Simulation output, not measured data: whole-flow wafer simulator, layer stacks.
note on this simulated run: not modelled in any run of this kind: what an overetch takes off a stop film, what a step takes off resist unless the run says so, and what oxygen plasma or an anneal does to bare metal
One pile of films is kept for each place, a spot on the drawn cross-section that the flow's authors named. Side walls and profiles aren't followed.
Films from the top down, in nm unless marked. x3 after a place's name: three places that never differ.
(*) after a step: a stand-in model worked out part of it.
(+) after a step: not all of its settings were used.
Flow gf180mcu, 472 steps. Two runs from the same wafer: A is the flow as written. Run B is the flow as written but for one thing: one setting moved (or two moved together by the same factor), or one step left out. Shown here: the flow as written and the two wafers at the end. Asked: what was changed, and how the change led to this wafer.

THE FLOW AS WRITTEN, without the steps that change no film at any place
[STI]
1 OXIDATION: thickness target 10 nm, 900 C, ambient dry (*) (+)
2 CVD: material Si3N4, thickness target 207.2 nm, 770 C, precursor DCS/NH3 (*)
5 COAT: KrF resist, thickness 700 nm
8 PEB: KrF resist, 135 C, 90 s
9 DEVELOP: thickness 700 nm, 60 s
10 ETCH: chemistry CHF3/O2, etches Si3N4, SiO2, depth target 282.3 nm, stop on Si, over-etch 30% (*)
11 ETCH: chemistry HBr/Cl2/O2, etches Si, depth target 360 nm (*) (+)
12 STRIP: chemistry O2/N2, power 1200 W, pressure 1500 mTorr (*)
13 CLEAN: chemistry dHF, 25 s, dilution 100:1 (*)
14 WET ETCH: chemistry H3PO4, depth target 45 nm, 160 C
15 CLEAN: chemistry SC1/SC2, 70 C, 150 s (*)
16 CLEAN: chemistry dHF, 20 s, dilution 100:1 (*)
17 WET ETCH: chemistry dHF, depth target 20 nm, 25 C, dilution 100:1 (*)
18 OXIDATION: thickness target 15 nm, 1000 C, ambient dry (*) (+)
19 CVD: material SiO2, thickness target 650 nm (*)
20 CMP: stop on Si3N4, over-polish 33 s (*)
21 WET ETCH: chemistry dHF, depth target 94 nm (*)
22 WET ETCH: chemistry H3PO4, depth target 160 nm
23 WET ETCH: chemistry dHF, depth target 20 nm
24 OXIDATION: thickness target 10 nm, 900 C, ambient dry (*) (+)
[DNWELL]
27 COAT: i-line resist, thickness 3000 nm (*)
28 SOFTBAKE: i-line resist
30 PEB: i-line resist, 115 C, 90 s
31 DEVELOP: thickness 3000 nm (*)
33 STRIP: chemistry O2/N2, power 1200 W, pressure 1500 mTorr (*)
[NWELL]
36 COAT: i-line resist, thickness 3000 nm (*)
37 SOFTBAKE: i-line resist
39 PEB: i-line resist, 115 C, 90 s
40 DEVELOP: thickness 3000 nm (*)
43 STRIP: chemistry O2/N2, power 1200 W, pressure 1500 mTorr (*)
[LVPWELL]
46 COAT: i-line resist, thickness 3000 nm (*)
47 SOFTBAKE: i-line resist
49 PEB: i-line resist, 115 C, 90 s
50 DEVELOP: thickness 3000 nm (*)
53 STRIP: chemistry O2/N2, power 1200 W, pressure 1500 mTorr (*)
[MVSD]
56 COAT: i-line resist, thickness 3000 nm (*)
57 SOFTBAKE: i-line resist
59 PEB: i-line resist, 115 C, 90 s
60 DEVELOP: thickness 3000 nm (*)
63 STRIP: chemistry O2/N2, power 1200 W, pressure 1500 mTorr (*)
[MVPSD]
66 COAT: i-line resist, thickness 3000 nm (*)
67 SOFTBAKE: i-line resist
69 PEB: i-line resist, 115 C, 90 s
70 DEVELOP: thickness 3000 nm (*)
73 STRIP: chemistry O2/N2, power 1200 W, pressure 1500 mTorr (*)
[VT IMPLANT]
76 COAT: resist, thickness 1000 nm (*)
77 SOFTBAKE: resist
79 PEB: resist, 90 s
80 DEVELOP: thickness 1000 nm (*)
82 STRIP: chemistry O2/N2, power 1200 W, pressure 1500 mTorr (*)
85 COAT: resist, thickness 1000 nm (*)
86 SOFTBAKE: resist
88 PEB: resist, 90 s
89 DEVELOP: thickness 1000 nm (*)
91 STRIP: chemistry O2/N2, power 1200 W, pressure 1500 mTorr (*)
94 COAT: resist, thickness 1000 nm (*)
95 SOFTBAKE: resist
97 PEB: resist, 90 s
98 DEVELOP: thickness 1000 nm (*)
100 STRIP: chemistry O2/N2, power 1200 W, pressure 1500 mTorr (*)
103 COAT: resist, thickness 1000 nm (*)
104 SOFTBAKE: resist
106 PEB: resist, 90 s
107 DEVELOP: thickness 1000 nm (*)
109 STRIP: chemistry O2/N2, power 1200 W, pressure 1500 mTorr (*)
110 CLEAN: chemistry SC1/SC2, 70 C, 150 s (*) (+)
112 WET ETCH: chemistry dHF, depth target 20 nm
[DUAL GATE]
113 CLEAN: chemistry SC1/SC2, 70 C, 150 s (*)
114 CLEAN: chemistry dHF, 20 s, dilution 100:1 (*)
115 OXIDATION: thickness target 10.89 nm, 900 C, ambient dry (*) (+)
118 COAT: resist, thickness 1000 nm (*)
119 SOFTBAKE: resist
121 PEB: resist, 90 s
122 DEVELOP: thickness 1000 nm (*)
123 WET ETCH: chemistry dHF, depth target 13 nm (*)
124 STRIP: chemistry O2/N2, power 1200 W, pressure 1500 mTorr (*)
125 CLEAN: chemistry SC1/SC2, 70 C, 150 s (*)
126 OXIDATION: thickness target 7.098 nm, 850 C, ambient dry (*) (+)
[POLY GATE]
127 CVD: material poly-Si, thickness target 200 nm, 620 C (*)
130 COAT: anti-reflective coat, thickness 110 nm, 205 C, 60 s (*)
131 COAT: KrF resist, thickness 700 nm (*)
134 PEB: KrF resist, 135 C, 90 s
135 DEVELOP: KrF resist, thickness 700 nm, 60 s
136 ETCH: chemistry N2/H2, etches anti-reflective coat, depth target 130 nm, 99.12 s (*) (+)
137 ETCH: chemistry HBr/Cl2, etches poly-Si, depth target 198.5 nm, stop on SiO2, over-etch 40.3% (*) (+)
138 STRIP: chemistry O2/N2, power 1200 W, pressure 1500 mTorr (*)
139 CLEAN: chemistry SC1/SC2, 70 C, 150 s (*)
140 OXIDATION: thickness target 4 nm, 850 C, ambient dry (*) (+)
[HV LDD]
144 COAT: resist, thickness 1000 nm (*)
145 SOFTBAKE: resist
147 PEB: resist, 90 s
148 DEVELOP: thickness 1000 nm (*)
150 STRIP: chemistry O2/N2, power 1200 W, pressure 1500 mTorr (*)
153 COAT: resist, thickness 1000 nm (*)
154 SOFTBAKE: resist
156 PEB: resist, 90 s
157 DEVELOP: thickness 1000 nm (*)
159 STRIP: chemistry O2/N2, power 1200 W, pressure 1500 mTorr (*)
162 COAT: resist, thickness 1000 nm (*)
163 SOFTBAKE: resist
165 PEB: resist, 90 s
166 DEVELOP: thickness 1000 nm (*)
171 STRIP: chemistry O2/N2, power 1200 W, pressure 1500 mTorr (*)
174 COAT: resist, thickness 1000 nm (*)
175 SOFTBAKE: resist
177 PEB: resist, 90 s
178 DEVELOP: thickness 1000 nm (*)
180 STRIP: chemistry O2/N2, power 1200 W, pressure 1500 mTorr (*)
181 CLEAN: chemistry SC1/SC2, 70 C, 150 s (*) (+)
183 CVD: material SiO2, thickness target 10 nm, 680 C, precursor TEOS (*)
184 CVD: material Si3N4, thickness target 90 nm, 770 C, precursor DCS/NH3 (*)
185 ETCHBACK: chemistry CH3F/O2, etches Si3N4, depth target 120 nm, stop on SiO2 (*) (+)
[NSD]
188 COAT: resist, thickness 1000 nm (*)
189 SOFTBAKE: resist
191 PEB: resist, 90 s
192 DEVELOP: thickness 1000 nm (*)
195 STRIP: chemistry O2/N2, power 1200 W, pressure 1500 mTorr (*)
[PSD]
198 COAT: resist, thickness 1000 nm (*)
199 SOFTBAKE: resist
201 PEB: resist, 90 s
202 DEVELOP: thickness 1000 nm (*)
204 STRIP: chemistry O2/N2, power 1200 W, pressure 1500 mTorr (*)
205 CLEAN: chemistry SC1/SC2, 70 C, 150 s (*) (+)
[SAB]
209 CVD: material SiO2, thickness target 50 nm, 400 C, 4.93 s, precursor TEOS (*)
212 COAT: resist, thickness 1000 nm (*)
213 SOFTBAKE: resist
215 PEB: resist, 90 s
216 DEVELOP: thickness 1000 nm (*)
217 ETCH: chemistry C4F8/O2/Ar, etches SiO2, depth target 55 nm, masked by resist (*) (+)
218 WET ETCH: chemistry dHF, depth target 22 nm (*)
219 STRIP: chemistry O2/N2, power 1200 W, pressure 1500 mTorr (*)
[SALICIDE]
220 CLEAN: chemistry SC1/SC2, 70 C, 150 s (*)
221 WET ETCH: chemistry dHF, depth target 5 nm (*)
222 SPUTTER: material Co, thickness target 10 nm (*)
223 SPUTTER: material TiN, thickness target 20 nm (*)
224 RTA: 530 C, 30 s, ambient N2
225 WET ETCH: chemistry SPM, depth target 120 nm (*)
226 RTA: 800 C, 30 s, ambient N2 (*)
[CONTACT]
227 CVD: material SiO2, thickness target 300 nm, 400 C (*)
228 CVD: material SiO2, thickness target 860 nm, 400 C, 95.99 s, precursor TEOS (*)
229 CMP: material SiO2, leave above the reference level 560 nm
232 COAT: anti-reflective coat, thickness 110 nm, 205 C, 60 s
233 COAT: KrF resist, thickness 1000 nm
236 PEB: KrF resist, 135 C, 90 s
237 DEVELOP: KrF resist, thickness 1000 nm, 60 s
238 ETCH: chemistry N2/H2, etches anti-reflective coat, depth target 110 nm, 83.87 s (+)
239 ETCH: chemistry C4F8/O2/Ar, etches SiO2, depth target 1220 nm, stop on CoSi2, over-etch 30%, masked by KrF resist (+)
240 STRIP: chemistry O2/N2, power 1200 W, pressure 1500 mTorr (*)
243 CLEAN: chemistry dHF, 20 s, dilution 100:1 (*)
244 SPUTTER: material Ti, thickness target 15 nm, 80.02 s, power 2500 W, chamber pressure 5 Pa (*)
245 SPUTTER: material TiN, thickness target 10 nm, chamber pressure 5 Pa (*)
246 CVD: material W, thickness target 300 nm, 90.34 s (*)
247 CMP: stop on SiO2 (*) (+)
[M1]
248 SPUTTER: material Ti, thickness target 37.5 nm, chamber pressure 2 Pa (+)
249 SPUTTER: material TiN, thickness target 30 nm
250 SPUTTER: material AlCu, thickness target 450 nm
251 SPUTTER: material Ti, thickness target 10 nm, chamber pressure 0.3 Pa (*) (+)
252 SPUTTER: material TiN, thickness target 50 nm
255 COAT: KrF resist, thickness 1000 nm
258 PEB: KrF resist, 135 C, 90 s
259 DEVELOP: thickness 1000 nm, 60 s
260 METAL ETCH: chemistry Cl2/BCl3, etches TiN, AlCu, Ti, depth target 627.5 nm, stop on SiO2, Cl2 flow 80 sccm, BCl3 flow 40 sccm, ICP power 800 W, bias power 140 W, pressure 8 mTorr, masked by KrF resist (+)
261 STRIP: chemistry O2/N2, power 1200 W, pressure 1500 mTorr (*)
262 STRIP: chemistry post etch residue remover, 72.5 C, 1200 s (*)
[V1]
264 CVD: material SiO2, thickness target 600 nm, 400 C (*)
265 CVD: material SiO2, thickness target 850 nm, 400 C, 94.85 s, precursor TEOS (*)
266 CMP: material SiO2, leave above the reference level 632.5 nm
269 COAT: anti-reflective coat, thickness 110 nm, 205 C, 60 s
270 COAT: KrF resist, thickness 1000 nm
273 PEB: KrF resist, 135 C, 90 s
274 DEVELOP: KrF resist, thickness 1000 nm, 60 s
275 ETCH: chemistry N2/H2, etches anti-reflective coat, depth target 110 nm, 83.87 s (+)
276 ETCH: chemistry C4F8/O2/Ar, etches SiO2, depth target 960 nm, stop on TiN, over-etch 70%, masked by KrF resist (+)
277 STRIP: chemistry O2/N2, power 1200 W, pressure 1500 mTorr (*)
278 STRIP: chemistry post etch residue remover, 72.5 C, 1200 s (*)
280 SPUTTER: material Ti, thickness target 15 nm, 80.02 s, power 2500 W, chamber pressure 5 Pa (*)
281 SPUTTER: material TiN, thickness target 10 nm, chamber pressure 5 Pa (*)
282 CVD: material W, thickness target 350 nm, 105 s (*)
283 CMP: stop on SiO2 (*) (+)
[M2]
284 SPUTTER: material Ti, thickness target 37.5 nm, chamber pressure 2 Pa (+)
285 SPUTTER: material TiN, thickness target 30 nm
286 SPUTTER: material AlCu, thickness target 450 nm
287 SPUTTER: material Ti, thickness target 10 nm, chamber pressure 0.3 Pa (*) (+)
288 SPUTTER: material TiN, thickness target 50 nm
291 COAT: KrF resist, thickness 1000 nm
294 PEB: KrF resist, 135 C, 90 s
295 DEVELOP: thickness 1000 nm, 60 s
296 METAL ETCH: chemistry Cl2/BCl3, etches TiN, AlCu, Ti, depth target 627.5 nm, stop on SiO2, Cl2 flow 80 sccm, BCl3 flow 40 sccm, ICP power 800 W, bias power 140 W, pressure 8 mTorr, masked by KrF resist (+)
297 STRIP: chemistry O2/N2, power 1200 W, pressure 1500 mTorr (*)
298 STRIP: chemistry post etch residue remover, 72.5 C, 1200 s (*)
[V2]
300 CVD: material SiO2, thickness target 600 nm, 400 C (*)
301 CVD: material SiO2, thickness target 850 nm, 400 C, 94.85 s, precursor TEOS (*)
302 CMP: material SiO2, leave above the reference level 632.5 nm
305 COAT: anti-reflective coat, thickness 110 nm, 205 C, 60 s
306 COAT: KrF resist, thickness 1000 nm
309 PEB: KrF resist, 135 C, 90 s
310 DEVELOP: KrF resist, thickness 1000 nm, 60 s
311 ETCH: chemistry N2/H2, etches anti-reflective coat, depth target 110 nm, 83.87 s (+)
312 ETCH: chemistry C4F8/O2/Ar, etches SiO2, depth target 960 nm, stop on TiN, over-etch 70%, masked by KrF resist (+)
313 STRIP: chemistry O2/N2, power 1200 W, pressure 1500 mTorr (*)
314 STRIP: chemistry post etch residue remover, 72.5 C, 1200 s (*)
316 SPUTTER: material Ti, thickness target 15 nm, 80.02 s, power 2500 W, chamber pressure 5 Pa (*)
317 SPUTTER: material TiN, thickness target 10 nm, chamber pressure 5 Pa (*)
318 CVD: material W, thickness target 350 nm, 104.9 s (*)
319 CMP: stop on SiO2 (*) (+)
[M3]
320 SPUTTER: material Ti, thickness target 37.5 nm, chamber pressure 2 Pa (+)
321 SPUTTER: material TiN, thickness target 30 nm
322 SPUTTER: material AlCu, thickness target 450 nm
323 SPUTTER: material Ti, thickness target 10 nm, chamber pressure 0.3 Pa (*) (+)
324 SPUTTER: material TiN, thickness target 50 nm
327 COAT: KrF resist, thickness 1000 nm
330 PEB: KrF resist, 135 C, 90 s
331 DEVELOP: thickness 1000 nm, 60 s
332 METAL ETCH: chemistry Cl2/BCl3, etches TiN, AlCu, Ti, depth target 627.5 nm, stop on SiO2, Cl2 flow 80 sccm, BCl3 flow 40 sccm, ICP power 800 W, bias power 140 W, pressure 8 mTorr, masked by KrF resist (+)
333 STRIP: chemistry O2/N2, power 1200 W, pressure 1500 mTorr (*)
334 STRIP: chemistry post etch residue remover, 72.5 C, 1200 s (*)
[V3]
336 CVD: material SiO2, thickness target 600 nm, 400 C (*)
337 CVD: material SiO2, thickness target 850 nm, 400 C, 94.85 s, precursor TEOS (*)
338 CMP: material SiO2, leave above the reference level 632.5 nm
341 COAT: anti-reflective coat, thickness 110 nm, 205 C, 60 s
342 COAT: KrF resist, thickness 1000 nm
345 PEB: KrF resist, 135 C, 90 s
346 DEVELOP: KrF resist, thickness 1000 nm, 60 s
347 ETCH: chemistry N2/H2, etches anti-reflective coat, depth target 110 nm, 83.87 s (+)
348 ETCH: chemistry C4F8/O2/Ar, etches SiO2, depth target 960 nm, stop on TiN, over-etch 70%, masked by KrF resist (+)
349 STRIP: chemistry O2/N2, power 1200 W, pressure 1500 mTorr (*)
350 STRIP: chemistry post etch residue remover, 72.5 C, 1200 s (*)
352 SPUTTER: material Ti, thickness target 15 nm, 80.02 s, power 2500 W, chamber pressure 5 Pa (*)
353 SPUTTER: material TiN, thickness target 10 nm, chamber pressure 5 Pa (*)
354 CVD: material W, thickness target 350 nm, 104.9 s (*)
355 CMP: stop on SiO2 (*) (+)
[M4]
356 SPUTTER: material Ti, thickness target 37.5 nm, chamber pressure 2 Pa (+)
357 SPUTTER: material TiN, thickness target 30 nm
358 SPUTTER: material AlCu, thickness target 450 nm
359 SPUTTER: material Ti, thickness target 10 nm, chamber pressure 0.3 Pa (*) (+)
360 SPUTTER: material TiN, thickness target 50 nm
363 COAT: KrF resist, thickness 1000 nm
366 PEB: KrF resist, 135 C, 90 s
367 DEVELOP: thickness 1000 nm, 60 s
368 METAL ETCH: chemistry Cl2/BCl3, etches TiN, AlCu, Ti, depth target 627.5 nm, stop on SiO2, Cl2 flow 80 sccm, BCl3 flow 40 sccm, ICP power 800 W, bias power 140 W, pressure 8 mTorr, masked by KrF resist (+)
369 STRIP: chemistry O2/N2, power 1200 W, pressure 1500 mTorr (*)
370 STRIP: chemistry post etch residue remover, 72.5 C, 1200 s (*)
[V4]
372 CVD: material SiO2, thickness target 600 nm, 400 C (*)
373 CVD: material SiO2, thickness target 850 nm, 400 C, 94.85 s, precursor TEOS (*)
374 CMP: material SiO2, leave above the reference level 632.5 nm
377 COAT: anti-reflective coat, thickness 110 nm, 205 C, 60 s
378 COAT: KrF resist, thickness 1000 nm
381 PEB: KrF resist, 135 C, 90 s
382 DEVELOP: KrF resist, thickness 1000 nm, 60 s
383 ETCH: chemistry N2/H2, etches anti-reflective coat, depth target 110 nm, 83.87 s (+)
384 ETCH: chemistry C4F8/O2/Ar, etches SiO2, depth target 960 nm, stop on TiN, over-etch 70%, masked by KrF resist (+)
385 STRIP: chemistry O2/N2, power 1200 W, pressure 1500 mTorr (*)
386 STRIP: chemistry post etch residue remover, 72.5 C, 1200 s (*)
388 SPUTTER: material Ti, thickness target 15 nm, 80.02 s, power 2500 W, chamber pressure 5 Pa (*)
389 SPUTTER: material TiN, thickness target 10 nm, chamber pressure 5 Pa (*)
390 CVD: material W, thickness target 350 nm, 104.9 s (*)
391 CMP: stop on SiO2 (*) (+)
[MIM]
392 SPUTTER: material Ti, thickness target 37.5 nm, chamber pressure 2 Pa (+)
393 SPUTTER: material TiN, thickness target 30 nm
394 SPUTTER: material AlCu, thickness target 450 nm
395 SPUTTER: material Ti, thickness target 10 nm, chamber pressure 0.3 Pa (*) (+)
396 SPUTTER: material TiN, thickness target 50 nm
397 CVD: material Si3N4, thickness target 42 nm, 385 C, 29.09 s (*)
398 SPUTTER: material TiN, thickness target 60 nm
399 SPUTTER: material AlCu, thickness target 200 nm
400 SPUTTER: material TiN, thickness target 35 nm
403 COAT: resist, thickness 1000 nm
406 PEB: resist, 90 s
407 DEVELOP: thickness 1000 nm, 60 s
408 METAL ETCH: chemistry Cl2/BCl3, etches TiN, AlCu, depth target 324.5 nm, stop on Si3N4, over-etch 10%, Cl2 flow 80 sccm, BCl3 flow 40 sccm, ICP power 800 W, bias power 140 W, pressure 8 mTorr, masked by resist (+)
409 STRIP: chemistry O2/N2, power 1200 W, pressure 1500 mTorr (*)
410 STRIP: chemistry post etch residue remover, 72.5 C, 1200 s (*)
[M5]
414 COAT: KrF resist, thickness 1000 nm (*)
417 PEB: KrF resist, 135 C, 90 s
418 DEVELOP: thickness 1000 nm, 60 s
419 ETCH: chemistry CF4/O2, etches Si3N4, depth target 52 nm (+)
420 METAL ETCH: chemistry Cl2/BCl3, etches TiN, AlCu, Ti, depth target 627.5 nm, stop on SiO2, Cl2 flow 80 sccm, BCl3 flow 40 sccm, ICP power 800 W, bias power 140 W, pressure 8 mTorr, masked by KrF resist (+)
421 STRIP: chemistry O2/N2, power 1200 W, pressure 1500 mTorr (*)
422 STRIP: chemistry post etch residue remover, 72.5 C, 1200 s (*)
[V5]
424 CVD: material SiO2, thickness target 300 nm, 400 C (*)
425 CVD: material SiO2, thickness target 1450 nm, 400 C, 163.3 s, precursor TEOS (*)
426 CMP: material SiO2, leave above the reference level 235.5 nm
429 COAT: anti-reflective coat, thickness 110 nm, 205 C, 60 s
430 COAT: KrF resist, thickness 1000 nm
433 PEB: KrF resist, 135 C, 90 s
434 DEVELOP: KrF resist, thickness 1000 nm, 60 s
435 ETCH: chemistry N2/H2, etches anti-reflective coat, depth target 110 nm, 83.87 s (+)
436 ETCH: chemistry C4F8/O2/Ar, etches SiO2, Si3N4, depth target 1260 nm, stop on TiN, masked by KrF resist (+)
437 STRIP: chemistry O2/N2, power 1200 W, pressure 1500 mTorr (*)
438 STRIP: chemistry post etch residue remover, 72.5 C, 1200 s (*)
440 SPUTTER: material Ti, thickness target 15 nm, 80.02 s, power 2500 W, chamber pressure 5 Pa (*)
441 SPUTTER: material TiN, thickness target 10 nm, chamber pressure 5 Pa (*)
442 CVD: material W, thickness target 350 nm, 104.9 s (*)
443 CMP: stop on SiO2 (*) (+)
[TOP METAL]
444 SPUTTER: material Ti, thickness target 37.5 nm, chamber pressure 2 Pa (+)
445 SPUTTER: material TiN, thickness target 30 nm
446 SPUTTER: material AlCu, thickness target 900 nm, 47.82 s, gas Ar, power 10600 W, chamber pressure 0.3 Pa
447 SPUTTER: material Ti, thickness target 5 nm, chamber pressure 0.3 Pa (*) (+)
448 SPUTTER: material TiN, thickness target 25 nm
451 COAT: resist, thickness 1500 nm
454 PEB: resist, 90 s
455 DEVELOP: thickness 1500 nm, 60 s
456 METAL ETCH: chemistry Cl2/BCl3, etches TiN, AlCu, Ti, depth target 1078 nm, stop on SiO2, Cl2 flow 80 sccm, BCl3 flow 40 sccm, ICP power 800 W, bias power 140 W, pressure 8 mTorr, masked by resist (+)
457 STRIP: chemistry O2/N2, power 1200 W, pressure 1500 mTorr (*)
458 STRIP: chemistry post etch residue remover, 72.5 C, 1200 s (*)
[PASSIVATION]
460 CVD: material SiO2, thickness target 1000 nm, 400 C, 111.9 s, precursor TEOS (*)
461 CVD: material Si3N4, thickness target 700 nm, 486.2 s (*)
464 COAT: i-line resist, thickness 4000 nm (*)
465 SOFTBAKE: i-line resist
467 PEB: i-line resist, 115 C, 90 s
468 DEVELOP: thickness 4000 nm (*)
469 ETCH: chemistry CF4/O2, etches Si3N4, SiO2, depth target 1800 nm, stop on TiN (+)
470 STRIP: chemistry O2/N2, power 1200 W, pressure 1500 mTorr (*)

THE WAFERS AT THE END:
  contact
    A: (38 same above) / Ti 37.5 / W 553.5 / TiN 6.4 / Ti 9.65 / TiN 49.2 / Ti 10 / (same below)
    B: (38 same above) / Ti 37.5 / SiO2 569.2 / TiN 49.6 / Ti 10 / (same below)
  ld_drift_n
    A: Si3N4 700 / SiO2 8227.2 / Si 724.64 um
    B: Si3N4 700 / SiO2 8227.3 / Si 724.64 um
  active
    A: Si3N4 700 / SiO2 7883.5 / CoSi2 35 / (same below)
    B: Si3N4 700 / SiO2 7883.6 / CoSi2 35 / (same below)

The cause: step 276, ETCH: chemistry C4F8/O2/Ar, etches SiO2, depth target 960 nm, stop on TiN, over-etch 70%, masked by KrF resist (+), was left out.

How the change led to this, step by step:
  277 STRIP: chemistry O2/N2, power 1200 W, pressure 1500 mTorr (*)
      field, field__w1, field__w2 and 107 more: A KrF resist -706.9 (all of it), anti-reflective coat -110 (all of it) | B KrF resist -898.9 (all of it), anti-reflective coat -110 (all of it)
  280 SPUTTER: material Ti, thickness target 15 nm, 80.02 s, power 2500 W, chamber pressure 5 Pa (*)
      contact: A Ti +9.65 (new film) | B Ti +15 (new film)
  281 SPUTTER: material TiN, thickness target 10 nm, chamber pressure 5 Pa (*)
      contact: A TiN +6.4 (new film) | B TiN +10 (new film)
  282 CVD: material W, thickness target 350 nm, 105 s (*)
      contact: A W +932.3 (new film) | B W +350 (new film)
  283 CMP: stop on SiO2 (*) (+)
      contact: A W -378.8 | B W -350 (all of it), TiN -10 (all of it), Ti -15 (all of it), SiO2 -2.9
Counting metal films that touch as one body, contact has 2 bodies (between them, from the top down: SiO2 569.2); the flow as written gives 1 body.
